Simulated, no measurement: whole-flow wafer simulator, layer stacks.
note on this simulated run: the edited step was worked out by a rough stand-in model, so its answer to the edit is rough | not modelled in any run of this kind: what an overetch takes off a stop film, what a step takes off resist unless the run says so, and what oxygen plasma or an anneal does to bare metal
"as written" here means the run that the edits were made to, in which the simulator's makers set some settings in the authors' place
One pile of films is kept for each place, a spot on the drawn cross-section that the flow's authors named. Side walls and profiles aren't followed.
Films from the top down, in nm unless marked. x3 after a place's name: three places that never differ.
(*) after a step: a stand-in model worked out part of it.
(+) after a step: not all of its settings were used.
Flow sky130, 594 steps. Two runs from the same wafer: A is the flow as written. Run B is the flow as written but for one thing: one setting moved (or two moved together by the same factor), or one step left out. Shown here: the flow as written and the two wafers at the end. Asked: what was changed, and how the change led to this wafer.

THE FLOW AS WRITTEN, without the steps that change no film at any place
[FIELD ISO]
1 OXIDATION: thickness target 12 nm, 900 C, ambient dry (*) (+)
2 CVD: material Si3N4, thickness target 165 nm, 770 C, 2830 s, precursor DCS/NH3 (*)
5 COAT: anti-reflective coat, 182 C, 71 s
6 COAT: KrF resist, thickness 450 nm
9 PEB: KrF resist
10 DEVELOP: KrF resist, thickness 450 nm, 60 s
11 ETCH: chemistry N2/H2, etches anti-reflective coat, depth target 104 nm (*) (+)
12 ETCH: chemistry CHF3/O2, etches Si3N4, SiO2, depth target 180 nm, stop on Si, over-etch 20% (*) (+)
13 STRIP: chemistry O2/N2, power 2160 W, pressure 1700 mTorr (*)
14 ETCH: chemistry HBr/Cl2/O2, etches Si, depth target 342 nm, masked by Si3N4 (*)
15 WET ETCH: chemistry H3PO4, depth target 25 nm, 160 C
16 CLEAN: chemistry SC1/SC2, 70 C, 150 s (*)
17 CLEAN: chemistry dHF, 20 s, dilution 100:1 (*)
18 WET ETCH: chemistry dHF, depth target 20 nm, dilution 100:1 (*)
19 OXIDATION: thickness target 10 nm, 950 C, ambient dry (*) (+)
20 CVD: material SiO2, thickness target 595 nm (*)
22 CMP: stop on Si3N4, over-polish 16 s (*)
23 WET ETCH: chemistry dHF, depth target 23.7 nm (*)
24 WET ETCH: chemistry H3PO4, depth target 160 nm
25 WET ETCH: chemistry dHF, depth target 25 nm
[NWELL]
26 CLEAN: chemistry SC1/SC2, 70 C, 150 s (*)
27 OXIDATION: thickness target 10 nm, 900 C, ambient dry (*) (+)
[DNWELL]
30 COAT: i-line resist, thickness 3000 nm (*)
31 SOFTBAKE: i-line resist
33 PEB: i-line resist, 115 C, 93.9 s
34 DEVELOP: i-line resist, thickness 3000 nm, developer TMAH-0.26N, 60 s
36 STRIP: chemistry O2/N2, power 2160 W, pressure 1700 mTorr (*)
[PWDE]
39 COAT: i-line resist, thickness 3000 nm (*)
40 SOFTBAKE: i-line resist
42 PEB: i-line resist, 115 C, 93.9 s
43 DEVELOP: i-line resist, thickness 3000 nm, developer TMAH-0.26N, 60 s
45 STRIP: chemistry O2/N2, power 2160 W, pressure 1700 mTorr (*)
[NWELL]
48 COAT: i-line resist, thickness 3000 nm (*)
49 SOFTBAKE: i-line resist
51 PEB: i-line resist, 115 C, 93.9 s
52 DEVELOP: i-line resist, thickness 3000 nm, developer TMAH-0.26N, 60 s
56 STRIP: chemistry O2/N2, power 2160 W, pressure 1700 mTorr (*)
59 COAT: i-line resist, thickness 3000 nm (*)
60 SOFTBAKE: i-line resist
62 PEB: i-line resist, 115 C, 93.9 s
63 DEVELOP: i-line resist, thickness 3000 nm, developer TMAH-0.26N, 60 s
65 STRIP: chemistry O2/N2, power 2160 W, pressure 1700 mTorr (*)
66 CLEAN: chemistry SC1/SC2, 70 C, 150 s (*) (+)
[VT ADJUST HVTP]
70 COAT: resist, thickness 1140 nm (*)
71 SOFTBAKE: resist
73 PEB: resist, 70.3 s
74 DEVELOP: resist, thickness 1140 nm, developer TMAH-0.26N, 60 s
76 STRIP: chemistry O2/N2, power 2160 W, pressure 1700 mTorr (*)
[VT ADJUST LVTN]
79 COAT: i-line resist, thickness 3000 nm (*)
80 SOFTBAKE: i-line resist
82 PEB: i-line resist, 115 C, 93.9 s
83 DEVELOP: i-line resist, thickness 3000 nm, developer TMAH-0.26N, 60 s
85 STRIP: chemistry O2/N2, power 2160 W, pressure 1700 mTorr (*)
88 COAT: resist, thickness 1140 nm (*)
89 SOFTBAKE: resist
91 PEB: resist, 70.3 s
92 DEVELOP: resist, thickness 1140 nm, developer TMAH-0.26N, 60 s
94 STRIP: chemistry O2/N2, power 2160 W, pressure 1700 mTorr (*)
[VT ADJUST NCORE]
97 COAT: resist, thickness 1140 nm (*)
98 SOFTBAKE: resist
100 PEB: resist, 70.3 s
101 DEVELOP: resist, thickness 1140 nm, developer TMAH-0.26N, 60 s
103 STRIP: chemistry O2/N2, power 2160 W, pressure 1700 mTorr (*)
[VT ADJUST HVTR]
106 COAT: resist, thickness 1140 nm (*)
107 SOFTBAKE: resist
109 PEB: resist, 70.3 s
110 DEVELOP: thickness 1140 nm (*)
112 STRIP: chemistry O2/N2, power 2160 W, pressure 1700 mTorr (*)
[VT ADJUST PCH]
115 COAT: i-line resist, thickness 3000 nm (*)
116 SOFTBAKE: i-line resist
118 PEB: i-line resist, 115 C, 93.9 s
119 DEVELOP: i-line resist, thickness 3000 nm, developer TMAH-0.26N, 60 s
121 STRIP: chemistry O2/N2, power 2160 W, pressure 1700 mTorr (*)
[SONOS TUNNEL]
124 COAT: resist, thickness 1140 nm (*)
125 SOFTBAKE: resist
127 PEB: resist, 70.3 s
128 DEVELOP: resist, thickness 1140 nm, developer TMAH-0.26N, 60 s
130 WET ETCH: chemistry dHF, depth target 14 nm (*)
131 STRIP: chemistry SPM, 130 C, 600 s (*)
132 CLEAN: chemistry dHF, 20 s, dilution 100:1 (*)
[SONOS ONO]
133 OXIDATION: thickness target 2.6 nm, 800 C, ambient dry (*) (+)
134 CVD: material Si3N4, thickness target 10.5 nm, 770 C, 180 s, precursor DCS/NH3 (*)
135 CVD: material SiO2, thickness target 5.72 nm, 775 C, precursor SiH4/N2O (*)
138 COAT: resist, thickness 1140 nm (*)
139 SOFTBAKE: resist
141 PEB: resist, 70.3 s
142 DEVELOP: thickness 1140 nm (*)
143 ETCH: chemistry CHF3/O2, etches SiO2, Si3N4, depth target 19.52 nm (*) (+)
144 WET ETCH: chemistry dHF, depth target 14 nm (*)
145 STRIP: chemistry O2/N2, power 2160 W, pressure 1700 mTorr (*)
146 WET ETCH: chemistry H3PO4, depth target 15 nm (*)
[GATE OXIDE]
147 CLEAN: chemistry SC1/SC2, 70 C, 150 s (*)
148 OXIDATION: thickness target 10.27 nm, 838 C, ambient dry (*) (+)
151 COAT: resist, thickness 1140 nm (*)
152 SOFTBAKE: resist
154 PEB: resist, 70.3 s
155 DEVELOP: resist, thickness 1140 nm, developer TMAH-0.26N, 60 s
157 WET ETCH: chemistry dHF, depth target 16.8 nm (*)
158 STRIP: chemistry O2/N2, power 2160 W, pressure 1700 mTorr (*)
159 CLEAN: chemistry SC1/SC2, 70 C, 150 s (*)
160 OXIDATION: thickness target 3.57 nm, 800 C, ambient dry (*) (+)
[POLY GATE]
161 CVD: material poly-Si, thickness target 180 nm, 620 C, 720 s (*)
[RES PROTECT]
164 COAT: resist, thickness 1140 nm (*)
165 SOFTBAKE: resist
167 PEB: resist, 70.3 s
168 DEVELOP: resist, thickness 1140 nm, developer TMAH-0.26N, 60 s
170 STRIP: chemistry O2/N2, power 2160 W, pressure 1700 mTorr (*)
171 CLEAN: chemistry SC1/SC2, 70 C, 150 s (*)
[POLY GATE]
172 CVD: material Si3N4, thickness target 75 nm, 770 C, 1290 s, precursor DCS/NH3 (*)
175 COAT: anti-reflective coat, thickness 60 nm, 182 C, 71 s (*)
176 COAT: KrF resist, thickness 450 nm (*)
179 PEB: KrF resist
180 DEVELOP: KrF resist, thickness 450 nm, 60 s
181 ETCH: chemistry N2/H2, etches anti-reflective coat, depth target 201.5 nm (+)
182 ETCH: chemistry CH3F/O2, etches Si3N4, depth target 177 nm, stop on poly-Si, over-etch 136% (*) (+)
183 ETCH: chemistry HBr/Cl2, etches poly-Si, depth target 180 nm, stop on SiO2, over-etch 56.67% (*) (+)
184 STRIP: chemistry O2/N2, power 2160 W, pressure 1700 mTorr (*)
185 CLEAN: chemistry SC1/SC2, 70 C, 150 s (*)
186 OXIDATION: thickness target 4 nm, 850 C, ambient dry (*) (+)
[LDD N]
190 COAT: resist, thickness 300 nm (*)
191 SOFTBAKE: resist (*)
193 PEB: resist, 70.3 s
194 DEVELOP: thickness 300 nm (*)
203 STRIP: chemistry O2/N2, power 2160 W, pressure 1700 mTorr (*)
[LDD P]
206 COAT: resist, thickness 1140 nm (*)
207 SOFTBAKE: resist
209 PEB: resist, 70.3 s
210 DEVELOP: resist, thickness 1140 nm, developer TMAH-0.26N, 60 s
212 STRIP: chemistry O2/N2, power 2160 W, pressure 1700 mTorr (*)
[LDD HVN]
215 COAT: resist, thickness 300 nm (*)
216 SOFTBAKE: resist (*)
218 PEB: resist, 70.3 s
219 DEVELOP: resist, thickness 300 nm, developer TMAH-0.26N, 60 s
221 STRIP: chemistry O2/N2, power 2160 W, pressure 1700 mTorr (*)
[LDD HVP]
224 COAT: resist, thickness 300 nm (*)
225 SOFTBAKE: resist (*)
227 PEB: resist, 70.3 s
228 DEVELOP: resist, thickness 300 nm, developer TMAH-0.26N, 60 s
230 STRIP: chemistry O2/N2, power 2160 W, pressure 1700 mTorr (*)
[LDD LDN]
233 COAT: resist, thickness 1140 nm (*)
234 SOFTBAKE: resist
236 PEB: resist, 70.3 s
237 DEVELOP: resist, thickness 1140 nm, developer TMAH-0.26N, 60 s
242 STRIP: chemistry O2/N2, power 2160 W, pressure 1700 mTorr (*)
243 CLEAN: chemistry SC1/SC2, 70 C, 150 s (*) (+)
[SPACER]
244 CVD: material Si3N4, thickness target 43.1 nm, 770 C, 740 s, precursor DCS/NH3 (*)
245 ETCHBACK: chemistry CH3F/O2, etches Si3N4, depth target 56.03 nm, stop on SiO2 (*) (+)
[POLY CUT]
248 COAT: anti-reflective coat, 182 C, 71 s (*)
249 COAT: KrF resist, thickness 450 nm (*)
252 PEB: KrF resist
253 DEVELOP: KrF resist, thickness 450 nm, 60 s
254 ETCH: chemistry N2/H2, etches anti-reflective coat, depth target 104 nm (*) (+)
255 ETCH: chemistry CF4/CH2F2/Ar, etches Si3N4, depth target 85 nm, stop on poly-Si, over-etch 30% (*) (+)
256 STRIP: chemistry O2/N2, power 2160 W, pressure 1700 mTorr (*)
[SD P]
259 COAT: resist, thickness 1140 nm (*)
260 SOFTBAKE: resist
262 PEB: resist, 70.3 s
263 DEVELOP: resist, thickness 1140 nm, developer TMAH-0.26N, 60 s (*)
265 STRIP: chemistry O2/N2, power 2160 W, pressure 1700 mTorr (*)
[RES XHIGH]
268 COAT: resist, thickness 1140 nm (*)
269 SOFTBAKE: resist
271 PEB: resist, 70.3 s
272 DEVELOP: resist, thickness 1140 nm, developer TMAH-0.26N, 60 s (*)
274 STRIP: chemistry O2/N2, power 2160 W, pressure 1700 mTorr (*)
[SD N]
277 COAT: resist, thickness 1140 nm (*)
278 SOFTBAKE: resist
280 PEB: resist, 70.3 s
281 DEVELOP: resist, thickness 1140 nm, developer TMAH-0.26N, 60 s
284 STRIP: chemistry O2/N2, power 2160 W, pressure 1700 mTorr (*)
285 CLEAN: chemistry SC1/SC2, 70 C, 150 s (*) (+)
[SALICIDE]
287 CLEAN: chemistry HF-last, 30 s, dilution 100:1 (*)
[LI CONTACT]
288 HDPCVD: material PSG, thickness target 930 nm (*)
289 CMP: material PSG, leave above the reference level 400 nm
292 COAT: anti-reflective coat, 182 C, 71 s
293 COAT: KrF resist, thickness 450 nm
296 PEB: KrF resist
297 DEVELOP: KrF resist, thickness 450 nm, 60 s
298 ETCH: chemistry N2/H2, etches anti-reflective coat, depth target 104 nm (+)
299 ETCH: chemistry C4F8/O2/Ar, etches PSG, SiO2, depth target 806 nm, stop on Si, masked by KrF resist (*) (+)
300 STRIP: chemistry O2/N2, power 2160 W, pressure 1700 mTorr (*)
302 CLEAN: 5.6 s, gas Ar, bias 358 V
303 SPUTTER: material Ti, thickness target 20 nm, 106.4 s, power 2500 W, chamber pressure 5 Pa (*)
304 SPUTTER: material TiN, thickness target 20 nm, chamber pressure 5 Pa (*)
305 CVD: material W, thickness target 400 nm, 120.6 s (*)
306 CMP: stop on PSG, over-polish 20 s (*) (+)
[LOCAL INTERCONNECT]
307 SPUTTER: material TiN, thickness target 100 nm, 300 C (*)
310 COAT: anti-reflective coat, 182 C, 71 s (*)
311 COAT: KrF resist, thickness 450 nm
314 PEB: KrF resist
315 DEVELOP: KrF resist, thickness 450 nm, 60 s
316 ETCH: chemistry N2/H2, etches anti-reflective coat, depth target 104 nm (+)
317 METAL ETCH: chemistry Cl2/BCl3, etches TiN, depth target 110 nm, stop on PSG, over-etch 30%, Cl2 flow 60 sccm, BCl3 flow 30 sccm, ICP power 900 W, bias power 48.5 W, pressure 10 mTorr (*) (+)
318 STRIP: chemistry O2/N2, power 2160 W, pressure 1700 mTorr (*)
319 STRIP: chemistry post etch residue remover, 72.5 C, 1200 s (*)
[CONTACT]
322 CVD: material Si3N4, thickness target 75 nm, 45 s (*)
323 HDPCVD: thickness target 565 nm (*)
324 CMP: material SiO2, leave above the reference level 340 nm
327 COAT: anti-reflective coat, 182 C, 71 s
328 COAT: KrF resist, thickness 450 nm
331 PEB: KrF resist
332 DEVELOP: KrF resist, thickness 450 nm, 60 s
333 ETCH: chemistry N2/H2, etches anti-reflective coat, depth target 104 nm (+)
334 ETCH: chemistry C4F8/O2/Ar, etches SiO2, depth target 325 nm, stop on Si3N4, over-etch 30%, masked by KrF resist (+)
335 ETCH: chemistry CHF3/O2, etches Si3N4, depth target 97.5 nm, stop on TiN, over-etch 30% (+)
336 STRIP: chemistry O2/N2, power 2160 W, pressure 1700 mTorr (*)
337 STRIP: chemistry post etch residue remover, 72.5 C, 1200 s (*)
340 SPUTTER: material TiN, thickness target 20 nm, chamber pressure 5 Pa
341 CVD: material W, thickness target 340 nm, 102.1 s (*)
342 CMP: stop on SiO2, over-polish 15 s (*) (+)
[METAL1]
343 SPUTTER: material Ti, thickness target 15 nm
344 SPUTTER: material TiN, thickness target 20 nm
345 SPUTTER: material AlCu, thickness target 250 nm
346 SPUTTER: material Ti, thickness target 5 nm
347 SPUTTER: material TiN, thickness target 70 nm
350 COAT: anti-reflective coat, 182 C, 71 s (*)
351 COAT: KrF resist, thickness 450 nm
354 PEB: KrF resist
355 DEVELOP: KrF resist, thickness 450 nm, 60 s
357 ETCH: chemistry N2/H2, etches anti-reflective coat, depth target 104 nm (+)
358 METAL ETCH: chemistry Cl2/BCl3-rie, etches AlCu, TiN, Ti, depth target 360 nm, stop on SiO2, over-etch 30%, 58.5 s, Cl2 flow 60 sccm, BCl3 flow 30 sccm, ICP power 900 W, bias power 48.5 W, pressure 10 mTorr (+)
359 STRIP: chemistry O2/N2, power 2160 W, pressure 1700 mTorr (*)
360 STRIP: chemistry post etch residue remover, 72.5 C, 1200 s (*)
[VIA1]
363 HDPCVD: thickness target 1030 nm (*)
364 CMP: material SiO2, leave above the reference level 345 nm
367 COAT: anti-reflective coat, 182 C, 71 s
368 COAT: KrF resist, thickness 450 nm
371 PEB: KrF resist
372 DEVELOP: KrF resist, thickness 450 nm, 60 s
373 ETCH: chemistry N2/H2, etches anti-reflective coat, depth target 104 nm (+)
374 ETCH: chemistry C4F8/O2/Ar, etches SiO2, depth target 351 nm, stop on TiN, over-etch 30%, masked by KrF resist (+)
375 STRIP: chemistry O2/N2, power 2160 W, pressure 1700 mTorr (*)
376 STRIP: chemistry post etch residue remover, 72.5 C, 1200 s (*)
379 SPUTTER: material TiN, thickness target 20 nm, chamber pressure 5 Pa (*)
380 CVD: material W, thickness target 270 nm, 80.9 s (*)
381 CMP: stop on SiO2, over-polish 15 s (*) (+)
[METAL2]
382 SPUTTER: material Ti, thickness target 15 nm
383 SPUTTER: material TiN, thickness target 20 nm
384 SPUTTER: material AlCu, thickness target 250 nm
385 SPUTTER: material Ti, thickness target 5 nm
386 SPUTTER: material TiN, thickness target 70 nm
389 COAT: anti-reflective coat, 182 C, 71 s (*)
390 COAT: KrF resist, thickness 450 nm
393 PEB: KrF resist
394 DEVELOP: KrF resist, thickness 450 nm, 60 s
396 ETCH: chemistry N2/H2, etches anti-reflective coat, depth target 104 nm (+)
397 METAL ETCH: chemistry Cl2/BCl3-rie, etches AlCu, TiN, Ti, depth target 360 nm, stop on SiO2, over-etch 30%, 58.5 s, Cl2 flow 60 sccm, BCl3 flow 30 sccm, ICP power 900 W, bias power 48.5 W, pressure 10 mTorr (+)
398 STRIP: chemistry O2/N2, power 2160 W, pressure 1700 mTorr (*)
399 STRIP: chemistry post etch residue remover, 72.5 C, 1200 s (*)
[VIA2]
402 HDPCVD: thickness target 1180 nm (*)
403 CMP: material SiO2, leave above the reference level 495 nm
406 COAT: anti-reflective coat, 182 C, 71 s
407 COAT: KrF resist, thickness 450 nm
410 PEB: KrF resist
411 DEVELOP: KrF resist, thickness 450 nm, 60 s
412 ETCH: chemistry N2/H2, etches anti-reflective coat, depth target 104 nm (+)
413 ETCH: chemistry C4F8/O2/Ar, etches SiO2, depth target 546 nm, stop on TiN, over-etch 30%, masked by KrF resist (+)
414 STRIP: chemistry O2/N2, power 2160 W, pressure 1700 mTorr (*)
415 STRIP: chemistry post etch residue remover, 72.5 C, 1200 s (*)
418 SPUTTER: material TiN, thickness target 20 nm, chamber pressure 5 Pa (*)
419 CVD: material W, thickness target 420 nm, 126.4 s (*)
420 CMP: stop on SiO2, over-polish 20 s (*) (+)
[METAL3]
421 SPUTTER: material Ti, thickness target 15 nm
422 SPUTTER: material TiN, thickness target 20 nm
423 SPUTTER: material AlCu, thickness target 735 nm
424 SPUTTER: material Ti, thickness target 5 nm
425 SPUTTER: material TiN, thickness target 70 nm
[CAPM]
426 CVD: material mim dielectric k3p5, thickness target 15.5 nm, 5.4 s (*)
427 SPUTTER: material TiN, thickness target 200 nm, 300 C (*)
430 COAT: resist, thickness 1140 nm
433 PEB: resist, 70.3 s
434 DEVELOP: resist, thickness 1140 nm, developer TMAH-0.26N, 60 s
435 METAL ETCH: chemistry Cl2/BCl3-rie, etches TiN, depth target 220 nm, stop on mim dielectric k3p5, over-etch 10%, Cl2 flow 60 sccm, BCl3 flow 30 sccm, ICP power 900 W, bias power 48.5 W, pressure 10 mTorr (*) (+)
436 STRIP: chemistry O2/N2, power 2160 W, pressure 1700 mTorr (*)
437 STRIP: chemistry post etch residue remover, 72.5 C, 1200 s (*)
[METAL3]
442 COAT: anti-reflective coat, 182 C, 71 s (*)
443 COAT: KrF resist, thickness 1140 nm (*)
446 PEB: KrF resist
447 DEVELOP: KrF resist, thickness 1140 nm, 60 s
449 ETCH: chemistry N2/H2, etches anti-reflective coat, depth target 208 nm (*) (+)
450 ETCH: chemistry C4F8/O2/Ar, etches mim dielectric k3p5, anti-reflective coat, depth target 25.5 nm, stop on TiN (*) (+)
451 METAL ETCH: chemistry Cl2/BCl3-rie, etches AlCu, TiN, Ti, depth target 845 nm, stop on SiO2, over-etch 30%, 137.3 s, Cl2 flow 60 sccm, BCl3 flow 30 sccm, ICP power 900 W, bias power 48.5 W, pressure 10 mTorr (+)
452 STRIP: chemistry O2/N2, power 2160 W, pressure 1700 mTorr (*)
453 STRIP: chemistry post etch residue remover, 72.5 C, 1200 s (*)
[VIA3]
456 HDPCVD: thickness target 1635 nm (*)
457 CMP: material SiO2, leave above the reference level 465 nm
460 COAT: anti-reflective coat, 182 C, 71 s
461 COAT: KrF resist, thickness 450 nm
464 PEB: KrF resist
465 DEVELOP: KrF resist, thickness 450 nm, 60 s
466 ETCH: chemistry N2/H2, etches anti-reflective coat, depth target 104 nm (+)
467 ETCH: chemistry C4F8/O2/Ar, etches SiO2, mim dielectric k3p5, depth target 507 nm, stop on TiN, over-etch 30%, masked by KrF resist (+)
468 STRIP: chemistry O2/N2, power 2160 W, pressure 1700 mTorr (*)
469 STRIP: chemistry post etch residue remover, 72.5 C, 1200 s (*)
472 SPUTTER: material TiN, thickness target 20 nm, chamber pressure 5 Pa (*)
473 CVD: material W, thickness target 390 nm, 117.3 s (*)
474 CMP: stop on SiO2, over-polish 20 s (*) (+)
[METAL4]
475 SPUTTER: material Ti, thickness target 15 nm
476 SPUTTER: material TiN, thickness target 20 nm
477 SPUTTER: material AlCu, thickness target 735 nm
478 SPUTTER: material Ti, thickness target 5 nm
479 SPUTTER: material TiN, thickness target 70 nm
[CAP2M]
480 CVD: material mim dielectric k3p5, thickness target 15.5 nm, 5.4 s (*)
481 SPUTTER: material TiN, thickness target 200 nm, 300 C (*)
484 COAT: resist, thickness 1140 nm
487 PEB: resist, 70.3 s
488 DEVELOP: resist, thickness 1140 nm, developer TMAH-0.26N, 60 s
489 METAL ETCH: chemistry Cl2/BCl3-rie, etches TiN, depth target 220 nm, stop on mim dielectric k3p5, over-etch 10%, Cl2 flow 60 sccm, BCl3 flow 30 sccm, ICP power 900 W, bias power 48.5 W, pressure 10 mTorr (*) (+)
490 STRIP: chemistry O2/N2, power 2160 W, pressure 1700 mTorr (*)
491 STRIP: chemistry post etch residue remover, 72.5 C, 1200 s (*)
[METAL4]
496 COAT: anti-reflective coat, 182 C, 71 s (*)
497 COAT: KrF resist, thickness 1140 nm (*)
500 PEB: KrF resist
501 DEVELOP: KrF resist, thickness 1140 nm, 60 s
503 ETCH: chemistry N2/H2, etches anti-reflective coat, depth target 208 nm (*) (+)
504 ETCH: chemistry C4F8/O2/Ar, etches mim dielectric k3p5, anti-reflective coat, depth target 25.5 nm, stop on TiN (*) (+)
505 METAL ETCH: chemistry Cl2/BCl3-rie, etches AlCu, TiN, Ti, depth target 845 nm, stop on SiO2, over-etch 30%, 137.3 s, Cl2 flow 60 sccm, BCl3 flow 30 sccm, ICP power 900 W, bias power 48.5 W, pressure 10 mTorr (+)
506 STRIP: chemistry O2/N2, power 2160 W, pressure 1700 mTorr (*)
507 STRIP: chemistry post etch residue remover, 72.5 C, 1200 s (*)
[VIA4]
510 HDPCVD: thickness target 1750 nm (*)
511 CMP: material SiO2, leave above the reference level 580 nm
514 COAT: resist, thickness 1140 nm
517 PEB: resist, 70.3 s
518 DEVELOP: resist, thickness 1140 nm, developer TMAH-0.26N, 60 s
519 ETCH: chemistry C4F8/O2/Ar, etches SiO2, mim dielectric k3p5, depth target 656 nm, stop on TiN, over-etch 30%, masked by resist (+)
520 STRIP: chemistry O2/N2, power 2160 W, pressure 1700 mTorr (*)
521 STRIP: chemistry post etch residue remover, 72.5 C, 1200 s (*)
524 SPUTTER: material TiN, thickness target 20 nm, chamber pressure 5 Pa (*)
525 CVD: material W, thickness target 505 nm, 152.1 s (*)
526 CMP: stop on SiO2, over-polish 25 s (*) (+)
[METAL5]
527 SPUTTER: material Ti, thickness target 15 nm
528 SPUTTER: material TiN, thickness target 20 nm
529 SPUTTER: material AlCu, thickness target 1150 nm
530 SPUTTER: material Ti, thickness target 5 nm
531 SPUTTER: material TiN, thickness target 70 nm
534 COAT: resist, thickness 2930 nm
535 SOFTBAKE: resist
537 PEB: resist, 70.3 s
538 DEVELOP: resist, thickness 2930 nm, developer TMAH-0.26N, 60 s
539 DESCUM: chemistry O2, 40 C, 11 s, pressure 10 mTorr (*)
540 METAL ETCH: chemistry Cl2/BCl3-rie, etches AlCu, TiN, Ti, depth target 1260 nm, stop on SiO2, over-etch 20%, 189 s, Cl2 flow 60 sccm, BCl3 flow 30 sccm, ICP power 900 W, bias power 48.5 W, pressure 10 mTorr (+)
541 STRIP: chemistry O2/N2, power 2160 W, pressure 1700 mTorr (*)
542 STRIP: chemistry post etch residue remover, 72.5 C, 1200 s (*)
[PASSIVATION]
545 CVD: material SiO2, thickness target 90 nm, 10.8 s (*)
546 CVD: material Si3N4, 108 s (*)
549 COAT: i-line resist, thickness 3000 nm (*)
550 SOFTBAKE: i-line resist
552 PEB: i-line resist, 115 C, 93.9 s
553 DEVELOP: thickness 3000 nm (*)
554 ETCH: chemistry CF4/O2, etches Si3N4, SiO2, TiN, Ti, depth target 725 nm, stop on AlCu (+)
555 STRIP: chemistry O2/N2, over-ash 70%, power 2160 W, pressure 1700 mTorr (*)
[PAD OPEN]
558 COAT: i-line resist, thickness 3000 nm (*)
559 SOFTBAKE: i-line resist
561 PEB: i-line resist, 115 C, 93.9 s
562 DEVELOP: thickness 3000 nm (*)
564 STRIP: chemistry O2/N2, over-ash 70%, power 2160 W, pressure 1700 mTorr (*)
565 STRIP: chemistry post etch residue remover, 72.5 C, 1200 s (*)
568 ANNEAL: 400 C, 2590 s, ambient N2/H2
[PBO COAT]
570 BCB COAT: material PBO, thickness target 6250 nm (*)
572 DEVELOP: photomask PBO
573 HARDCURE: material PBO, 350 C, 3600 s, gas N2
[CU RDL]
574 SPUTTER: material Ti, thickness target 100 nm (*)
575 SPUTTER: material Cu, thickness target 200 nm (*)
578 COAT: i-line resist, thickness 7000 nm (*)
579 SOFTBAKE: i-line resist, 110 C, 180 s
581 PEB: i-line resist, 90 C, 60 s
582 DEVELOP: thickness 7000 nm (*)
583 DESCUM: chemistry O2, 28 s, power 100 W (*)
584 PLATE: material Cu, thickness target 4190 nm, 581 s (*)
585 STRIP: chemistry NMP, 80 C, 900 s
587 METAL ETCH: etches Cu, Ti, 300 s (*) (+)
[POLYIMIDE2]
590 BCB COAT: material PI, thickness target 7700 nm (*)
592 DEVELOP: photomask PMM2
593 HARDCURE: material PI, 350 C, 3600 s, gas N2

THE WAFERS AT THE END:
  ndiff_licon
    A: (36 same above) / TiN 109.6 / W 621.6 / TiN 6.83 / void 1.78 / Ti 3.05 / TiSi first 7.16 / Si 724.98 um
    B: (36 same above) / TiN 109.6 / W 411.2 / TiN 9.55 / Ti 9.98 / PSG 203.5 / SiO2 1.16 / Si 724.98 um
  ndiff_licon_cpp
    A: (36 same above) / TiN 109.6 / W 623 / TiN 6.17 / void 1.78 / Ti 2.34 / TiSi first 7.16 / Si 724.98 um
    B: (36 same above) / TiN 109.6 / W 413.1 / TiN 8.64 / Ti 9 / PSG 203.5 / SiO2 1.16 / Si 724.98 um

The cause: step 299, ETCH: depth target 435 nm was run, where the flow has depth target 806 nm.

How the change led to this, step by step:
  299 ETCH: chemistry C4F8/O2/Ar, etches PSG, SiO2, depth target 806 nm, stop on Si, masked by KrF resist (*) (+)
      contact, ndiff_licon, ndiff_licon_cpp: A PSG -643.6 (all of it), SiO2 -1.16 (all of it) | B PSG -435
      field, active, n_well and 184 more: A KrF resist -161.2 | B KrF resist -87
  300 STRIP: chemistry O2/N2, power 2160 W, pressure 1700 mTorr (*)
      contact, ndiff_licon, ndiff_licon_cpp: A chemical SiO2 +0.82 (new film), Si -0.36 | B nothing
      field, active, n_well and 184 more: A KrF resist -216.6 (all of it), anti-reflective coat -80 (all of it) | B KrF resist -290.8 (all of it), anti-reflective coat -80 (all of it)
  302 CLEAN: 5.6 s, gas Ar, bias 358 V
      contact, ndiff_licon, ndiff_licon_cpp: A chemical SiO2 -0.82 (all of it) | B PSG -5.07
  303 SPUTTER: material Ti, thickness target 20 nm, 106.4 s, power 2500 W, chamber pressure 5 Pa (*)
      ndiff_licon: A Ti +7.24 (new film) | B Ti +9.98 (new film)
      ndiff_licon_cpp: A Ti +6.53 (new film) | B Ti +9 (new film)
  304 SPUTTER: material TiN, thickness target 20 nm, chamber pressure 5 Pa (*)
      ndiff_licon: A TiN +6.83 (new film) | B TiN +9.55 (new film)
      ndiff_licon_cpp: A TiN +6.17 (new film) | B TiN +8.64 (new film)
  305 CVD: material W, thickness target 400 nm, 120.6 s (*)
      ndiff_licon: A W +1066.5 (new film) | B W +856.1 (new film)
      ndiff_licon_cpp: A W +1067.9 (new film) | B W +858 (new film)
  568 ANNEAL: 400 C, 2590 s, ambient N2/H2
      ndiff_licon, ndiff_licon_cpp: A under 37 films: void +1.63 (new film), Ti -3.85, TiSi first +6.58 (new film), Si -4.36 | B nothing
Counting metal films that touch as one body, ndiff_licon has 5 bodies (between them, from the top down: SiO2 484 / mim dielectric k3p5 15.5; SiO2 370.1 / mim dielectric k3p5 15.5; SiO2 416; SiO2 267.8); the flow as written gives 6 bodies (between them, from the top down: SiO2 484 / mim dielectric k3p5 15.5; SiO2 370.1 / mim dielectric k3p5 15.5; SiO2 416; SiO2 267.8; void 1.78).
Counting metal films that touch as one body, ndiff_licon_cpp has 5 bodies (between them, from the top down: SiO2 484 / mim dielectric k3p5 15.5; SiO2 370.1 / mim dielectric k3p5 15.5; SiO2 416; SiO2 267.8); the flow as written gives 6 bodies (between them, from the top down: SiO2 484 / mim dielectric k3p5 15.5; SiO2 370.1 / mim dielectric k3p5 15.5; SiO2 416; SiO2 267.8; void 1.78).
